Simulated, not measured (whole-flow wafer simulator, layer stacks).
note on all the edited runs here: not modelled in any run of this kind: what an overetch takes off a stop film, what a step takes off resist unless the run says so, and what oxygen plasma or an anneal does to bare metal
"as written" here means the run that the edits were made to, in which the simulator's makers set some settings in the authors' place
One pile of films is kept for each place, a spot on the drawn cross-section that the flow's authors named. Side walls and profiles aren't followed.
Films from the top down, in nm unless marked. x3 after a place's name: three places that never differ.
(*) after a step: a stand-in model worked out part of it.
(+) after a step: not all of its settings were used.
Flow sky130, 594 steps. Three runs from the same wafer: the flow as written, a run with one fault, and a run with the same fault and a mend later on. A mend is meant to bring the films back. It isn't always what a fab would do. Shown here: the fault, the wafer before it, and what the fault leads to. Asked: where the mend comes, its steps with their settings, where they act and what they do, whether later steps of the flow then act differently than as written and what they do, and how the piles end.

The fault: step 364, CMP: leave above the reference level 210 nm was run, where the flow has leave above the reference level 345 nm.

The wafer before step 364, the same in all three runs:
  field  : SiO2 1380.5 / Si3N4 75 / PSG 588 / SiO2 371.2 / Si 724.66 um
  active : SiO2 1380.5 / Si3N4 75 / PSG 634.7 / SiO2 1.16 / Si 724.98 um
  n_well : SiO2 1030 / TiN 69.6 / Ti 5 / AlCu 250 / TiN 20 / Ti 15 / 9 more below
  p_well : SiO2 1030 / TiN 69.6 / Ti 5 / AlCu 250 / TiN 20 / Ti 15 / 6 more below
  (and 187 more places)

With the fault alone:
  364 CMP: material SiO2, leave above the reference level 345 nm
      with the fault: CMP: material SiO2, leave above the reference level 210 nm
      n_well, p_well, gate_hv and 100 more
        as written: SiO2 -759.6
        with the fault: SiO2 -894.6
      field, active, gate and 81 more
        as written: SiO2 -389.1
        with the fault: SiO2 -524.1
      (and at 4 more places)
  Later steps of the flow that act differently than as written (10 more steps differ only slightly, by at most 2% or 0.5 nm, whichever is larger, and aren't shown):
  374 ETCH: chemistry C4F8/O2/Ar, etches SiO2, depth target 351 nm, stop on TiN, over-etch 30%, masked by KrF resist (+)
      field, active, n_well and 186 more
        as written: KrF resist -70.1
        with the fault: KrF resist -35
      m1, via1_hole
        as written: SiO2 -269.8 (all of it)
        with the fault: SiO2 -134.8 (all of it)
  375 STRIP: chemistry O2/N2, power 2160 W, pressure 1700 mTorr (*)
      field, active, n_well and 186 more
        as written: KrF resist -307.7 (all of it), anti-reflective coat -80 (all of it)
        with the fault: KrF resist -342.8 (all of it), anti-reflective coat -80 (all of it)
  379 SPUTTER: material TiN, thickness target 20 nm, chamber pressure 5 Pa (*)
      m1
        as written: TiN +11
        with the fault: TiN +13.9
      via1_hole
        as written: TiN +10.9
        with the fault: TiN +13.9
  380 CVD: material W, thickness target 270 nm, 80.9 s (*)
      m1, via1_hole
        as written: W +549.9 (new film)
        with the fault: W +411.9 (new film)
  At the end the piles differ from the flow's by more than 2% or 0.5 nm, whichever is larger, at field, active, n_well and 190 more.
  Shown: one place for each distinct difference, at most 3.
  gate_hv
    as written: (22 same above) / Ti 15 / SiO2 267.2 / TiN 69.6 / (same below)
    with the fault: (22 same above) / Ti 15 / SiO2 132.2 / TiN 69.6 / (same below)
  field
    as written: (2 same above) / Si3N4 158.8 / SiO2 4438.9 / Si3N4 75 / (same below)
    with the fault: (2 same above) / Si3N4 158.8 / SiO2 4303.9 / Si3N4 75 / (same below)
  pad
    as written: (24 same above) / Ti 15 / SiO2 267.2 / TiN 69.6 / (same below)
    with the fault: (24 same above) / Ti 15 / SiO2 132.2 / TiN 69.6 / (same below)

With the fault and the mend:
  The mend comes after step 364.
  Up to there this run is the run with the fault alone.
  364a HDPCVD: thickness target 135 nm (*) (the flow's step 363 once more, with other settings)
      field, active, n_well and 188 more
        SiO2 +135
  No later step of the flow acts differently than as written, at any place that is followed, by more than 2% or 0.5 nm, whichever is larger.
  At the end the piles are the same as the flow's at every place that both follow.
